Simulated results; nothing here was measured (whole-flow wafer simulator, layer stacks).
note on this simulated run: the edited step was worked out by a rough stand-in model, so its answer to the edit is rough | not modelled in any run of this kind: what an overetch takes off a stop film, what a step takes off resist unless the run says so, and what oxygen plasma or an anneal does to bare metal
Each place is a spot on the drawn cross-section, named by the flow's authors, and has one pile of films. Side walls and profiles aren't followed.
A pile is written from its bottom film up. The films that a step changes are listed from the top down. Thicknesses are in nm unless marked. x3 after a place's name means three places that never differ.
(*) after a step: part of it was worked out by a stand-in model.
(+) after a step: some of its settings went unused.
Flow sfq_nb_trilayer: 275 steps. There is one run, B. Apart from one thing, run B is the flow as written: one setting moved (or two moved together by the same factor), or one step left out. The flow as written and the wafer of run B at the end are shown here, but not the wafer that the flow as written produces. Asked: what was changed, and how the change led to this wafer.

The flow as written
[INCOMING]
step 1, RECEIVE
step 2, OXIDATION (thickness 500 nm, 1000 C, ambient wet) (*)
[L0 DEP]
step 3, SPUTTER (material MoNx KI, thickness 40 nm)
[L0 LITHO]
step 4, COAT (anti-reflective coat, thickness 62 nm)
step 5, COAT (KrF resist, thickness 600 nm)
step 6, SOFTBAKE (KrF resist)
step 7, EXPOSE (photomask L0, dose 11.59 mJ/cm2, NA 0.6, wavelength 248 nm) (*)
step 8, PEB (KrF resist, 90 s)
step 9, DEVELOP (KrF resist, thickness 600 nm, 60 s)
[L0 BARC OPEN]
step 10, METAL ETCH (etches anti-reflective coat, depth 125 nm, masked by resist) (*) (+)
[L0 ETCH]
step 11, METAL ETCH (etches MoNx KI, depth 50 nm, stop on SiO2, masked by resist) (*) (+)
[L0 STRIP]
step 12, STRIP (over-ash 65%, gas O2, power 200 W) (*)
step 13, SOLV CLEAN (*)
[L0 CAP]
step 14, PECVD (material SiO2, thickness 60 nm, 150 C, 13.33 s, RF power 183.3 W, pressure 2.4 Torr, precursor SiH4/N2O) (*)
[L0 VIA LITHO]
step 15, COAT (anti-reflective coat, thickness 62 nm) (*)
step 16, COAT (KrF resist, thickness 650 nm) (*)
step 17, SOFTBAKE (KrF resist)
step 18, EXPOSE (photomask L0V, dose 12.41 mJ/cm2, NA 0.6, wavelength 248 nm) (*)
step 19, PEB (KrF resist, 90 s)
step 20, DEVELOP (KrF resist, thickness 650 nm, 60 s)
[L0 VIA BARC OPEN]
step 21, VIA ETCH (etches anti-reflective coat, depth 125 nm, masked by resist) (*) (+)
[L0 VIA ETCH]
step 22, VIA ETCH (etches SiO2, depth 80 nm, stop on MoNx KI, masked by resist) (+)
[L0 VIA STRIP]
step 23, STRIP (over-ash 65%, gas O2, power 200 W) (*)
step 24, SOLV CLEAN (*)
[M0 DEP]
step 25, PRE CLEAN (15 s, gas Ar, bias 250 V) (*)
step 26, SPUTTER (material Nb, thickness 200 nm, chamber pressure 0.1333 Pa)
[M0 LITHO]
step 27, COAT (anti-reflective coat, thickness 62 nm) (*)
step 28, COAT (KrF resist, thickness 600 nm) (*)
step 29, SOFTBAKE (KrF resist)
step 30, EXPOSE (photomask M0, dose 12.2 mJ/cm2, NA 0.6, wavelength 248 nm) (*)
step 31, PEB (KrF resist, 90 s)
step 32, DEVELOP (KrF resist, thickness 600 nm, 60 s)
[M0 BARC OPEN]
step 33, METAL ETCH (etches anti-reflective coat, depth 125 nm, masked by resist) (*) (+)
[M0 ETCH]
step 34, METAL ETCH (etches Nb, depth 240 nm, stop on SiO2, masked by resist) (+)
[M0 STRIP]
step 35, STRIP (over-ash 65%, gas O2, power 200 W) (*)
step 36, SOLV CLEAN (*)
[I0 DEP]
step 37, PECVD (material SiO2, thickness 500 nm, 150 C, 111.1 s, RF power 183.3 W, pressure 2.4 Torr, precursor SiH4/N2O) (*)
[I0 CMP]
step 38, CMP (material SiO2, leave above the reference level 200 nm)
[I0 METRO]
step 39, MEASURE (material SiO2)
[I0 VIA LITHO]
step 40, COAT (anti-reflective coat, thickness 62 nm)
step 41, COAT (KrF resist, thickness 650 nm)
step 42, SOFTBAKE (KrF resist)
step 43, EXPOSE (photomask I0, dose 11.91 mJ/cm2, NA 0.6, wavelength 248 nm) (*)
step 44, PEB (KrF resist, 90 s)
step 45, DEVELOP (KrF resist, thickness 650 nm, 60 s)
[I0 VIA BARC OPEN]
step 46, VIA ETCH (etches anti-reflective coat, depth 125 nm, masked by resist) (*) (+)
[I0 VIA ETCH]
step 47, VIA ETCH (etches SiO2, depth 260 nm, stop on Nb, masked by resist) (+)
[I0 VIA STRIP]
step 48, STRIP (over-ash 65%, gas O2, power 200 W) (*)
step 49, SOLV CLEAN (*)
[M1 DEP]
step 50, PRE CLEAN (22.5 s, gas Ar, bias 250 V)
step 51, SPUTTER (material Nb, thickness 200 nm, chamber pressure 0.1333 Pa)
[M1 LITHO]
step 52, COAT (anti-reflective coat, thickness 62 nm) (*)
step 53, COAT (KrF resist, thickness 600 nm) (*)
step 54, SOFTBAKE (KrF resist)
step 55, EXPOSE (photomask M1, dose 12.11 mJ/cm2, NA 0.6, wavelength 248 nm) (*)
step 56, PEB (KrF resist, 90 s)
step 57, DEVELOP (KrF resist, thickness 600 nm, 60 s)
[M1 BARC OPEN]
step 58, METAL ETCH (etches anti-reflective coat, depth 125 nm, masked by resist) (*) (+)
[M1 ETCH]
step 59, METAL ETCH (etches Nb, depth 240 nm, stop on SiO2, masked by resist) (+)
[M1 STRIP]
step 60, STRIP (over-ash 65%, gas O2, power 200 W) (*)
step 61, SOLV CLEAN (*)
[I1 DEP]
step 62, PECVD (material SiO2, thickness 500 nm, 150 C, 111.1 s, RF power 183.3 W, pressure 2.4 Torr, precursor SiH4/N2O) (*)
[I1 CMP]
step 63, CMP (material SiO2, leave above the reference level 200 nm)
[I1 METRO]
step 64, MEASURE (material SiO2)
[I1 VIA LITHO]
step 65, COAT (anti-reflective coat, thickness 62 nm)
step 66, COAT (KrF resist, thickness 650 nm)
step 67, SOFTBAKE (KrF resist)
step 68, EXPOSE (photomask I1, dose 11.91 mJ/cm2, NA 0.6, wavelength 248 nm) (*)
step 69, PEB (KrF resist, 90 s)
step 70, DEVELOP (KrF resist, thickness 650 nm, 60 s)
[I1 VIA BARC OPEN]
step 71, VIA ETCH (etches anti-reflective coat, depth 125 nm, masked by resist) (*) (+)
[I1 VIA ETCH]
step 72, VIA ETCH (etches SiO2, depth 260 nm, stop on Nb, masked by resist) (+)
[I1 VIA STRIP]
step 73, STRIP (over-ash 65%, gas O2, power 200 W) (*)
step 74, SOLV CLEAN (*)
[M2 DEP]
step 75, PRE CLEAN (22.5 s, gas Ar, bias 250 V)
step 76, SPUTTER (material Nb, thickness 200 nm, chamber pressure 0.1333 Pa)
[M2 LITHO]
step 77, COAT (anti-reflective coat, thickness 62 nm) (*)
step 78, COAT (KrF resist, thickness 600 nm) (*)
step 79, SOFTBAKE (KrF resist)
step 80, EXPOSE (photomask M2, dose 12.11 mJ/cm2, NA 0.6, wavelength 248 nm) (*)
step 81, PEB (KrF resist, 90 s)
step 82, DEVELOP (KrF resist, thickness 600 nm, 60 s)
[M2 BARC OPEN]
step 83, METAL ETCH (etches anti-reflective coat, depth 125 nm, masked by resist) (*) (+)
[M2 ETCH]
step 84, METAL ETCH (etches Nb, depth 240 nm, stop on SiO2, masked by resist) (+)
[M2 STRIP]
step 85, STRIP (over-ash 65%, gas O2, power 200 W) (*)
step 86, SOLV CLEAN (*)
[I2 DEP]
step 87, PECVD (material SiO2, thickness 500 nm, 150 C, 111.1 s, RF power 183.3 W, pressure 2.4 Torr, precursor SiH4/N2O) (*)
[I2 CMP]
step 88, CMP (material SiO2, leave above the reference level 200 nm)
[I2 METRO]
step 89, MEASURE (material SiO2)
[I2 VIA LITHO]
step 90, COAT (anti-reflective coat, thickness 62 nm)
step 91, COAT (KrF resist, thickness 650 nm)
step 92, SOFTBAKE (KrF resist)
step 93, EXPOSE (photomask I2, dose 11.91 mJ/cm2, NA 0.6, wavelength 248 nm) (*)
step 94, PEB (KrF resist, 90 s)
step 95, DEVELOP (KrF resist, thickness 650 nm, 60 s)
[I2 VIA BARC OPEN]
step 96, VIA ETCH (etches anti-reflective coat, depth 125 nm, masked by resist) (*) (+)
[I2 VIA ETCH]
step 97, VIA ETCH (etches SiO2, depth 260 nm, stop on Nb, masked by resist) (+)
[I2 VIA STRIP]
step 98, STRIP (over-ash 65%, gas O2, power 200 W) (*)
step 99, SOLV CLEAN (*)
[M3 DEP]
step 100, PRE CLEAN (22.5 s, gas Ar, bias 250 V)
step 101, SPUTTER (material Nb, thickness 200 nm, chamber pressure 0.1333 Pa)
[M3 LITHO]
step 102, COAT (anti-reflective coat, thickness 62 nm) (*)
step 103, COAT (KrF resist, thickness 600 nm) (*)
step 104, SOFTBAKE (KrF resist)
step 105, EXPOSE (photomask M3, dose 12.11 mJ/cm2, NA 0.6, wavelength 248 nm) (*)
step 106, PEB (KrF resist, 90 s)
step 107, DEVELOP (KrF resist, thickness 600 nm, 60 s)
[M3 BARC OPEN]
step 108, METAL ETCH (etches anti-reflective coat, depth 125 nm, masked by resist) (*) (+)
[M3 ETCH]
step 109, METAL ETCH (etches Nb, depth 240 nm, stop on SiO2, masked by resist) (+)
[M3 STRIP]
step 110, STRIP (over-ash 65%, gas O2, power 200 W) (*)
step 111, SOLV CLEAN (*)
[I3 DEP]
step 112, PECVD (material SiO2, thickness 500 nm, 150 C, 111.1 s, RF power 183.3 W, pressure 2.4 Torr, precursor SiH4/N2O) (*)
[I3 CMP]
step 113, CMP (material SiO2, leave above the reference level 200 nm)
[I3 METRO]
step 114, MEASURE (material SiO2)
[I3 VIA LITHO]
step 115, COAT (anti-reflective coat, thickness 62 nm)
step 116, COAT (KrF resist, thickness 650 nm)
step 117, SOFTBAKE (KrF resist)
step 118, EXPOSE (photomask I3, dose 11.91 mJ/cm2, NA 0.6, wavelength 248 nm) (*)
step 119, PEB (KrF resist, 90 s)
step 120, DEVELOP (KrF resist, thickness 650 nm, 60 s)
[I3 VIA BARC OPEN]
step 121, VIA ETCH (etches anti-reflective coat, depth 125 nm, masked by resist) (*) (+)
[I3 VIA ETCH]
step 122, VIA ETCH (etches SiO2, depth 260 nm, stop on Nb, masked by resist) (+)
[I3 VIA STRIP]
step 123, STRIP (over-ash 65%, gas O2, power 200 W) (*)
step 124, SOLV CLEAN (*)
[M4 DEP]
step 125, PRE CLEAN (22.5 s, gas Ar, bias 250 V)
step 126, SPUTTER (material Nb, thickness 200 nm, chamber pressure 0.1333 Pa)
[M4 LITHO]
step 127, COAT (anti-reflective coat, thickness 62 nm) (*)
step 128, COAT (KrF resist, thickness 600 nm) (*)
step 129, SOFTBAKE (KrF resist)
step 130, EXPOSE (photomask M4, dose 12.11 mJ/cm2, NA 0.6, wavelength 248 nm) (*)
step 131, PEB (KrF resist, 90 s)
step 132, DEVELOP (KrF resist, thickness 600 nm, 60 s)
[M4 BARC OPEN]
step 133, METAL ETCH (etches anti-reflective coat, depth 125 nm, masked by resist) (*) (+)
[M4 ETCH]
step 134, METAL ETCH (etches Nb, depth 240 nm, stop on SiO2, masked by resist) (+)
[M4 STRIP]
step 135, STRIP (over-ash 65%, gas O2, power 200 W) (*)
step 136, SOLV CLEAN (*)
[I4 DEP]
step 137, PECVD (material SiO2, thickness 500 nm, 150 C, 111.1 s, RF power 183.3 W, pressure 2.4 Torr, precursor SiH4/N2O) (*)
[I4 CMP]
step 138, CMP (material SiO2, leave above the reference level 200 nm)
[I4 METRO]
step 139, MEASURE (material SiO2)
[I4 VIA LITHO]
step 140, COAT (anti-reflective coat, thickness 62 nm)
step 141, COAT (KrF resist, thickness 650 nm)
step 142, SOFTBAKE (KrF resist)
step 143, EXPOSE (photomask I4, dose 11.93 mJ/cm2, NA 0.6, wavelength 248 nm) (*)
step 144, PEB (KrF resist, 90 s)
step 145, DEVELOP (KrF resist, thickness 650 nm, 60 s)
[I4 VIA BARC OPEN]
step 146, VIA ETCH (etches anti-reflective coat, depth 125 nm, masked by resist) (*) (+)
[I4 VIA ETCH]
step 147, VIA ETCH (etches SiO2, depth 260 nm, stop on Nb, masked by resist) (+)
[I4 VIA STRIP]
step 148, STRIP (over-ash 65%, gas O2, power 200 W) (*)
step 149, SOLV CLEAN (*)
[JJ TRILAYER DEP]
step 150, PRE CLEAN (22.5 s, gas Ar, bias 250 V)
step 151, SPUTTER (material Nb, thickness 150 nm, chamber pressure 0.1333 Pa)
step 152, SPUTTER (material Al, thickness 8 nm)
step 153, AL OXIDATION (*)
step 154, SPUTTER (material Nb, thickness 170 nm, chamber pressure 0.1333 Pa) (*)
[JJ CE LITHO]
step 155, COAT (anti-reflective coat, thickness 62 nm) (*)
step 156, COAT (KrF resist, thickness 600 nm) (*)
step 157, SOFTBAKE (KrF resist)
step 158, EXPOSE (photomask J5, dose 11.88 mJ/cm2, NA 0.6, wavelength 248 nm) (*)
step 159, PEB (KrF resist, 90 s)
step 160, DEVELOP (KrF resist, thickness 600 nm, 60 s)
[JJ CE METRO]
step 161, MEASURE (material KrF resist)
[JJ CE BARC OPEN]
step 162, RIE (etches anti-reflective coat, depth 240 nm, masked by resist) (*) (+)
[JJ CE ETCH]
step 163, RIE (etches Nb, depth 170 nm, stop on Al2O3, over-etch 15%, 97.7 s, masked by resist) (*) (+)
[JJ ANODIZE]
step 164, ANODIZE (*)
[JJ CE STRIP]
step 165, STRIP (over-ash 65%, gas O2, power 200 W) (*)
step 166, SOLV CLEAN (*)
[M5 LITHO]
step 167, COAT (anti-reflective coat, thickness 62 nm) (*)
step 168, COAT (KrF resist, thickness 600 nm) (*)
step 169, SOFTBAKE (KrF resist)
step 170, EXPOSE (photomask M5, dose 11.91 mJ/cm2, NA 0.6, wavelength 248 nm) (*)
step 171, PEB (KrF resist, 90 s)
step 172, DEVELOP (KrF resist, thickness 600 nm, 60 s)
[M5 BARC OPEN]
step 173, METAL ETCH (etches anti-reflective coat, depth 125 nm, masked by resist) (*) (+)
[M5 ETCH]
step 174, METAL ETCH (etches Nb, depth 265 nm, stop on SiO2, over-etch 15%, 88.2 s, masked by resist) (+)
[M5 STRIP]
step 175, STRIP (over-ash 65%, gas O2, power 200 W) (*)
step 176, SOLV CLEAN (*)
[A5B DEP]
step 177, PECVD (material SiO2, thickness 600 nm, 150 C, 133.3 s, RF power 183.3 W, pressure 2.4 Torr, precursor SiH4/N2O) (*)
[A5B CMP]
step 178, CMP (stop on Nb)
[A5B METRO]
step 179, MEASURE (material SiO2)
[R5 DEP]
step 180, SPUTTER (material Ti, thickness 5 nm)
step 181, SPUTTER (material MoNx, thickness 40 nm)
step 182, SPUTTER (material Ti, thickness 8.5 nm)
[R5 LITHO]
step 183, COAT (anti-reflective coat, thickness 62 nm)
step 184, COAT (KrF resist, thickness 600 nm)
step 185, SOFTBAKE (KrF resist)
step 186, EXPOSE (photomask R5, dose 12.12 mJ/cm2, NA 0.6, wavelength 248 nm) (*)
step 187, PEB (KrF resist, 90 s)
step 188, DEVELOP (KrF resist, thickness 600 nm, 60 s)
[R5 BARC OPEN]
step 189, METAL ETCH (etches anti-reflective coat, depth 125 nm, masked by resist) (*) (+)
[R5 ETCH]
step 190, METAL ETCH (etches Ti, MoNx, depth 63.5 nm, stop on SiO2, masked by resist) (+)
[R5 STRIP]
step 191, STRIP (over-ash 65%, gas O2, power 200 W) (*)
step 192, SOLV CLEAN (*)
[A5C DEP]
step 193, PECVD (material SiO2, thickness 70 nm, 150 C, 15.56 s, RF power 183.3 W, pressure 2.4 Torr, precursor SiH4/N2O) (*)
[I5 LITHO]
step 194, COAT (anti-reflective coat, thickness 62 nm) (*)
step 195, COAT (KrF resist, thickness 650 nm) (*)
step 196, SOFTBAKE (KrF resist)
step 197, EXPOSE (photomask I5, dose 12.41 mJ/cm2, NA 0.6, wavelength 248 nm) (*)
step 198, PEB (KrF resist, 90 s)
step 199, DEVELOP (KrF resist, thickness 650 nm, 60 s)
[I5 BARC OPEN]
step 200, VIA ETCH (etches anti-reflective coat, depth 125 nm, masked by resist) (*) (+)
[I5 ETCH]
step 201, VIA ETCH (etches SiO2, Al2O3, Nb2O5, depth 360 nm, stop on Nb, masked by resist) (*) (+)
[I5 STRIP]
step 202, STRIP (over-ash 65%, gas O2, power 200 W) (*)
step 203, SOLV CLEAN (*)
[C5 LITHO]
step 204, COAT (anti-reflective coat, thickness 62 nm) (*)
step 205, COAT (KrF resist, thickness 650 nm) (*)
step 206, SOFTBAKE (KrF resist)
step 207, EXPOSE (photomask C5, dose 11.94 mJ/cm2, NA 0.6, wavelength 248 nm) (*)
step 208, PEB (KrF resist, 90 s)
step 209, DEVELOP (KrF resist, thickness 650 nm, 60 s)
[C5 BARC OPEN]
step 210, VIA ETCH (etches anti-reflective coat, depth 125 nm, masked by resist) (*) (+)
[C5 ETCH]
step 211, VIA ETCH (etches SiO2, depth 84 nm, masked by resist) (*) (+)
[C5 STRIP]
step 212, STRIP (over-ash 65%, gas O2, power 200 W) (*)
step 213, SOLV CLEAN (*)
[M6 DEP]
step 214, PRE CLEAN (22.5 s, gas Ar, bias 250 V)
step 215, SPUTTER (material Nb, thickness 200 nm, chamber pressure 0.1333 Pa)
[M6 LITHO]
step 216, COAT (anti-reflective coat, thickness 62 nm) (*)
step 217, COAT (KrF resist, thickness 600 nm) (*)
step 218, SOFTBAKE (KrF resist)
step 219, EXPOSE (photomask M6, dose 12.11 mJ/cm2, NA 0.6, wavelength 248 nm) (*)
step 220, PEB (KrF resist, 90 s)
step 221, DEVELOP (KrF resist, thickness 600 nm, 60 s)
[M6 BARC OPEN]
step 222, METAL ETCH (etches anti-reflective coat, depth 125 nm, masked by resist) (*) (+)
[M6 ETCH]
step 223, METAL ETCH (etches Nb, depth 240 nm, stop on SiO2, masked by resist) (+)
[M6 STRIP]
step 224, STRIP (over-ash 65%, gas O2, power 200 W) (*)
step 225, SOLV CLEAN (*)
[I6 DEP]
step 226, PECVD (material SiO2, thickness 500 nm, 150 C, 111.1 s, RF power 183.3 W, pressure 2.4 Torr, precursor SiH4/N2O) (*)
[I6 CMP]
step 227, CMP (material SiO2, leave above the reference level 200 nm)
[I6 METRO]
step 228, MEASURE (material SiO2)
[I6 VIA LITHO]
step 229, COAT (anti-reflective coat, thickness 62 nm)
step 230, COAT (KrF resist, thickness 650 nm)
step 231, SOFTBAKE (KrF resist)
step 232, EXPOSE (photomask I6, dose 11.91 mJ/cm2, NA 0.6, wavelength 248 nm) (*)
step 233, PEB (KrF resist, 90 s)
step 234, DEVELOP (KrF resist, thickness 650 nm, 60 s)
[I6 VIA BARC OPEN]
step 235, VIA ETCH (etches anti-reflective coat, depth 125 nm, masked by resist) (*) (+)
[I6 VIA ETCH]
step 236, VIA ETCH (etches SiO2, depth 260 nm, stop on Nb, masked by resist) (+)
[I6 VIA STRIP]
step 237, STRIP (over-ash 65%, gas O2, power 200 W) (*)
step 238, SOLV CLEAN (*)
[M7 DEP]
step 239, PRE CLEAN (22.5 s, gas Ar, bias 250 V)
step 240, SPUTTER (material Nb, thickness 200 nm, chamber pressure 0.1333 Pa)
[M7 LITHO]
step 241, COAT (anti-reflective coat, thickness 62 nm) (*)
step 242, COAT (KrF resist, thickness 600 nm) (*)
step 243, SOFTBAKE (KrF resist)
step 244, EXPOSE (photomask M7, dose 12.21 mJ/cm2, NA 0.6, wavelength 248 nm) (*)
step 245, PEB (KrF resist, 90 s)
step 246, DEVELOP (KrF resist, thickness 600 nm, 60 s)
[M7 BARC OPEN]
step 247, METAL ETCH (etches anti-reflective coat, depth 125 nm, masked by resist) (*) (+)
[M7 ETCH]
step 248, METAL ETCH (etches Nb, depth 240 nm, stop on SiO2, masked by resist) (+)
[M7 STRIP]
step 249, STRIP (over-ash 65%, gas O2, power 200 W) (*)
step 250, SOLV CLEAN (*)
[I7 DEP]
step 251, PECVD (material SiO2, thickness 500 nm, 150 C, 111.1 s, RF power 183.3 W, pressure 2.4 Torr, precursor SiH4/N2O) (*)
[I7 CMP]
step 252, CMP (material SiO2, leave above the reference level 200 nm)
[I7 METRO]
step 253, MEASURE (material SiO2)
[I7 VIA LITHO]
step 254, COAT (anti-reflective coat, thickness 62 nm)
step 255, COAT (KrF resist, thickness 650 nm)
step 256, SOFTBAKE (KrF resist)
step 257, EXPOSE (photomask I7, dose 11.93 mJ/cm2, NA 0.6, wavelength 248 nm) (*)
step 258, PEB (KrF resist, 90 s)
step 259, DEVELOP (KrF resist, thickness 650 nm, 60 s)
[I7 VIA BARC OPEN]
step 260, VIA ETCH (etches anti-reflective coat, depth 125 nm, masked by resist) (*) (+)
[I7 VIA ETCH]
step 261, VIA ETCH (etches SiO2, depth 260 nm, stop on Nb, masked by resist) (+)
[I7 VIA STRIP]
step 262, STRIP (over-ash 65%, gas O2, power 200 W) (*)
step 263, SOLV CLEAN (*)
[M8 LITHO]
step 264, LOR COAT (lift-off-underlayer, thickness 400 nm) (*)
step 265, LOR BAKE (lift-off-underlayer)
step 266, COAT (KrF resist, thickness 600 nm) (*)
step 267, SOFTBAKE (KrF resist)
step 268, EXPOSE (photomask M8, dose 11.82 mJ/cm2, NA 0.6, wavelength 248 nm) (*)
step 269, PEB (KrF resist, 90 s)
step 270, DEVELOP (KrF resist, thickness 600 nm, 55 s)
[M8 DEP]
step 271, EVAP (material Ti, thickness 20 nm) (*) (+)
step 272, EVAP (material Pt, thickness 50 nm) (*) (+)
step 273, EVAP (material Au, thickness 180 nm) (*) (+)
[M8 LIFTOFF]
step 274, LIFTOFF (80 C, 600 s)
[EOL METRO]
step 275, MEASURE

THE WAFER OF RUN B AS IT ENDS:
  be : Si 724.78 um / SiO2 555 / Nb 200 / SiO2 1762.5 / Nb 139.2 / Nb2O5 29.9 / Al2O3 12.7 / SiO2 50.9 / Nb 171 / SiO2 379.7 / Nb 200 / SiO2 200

What caused this: step 201, VIA ETCH: depth 158 nm was run, while the flow as written has depth 360 nm.

Step by step, how the change led to this:
  step 201, VIA ETCH (etches SiO2, Al2O3, Nb2O5, depth 360 nm, stop on Nb, masked by resist) (*) (+)
      be: -158 SiO2 (as written it would have been: -216.4 SiO2 (all of it), -12.7 Al2O3 (all of it), -29.9 Nb2O5 (all of it))
      field_l, v_sur, via_wl and 102 more: -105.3 KrF resist (as written it would have been: -240 KrF resist)
  step 202, STRIP (over-ash 65%, gas O2, power 200 W) (*)
      p4_fl, p4_fm, p4_w1 and 44 more: -467.8 KrF resist (all of it), -62 anti-reflective coat (all of it) (as written it would have been: -333.1 KrF resist (all of it), -62 anti-reflective coat (all of it))
      wl_b_m5, wl_b_sr, wl_c_sl and 11 more: -467.7 KrF resist (all of it), -62 anti-reflective coat (all of it) (as written it would have been: -333 KrF resist (all of it), -62 anti-reflective coat (all of it))
      (as well as at 44 more places)
  step 204, COAT (anti-reflective coat, thickness 62 nm) (*)
      wire: +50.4 anti-reflective coat (new film) (as written it would have been: +47.4 anti-reflective coat (new film))
      be: +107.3 anti-reflective coat (new film) (as written it would have been: +122.2 anti-reflective coat (new film))
      (as well as at 1 more place)
  step 205, COAT (KrF resist, thickness 650 nm) (*)
      be: +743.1 KrF resist (new film) (as written it would have been: +815.3 KrF resist (new film))
  step 212, STRIP (over-ash 65%, gas O2, power 200 W) (*)
      wire: -561.5 KrF resist (all of it), -50.4 anti-reflective coat (all of it) (as written it would have been: -555.8 KrF resist (all of it), -47.4 anti-reflective coat (all of it))
      be: -655.9 KrF resist (all of it), -107.3 anti-reflective coat (all of it) (as written it would have been: -728.2 KrF resist (all of it), -122.2 anti-reflective coat (all of it))
      (as well as at 1 more place)
  step 214, PRE CLEAN (22.5 s, gas Ar, bias 250 V)
      be: -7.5 SiO2 (as written it would have been: -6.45 Nb)
  step 215, SPUTTER (material Nb, thickness 200 nm, chamber pressure 0.1333 Pa)
      be: +171 Nb (new film) (as written it would have been: +147.3 Nb)
  step 216, COAT (anti-reflective coat, thickness 62 nm) (*)
      wire: +51 anti-reflective coat (new film) (as written it would have been: +48.3 anti-reflective coat (new film))
      be: +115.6 anti-reflective coat (new film) (as written it would have been: +136.7 anti-reflective coat (new film))
      (as well as at 1 more place)
  step 217, COAT (KrF resist, thickness 600 nm) (*)
      be: +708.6 KrF resist (new film) (as written it would have been: +793.9 KrF resist (new film))
  step 224, STRIP (over-ash 65%, gas O2, power 200 W) (*)
      wire: -377.5 KrF resist (all of it), -51 anti-reflective coat (all of it) (as written it would have been: -369.8 KrF resist (all of it), -48.3 anti-reflective coat (all of it))
      be: -490.7 KrF resist (all of it), -115.6 anti-reflective coat (all of it) (as written it would have been: -575.8 KrF resist (all of it), -136.7 anti-reflective coat (all of it))
      (as well as at 1 more place)
  step 226, PECVD (material SiO2, thickness 500 nm, 150 C, 111.1 s, RF power 183.3 W, pressure 2.4 Torr, precursor SiH4/N2O) (*)
      be: +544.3 SiO2 (new film) (as written it would have been: +693.5 SiO2 (new film))
  step 227, CMP (material SiO2, leave above the reference level 200 nm)
      be: -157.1 SiO2 (as written it would have been: -182.7 SiO2)
If metal films that touch count as one body, be has 4 bodies (between them, from the top down: SiO2 379.7; SiO2 50.9 / Al2O3 12.7 / Nb2O5 29.9; SiO2 1762.5); the flow as written gives 3 bodies (between them, from the top down: SiO2 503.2; SiO2 1762.5).
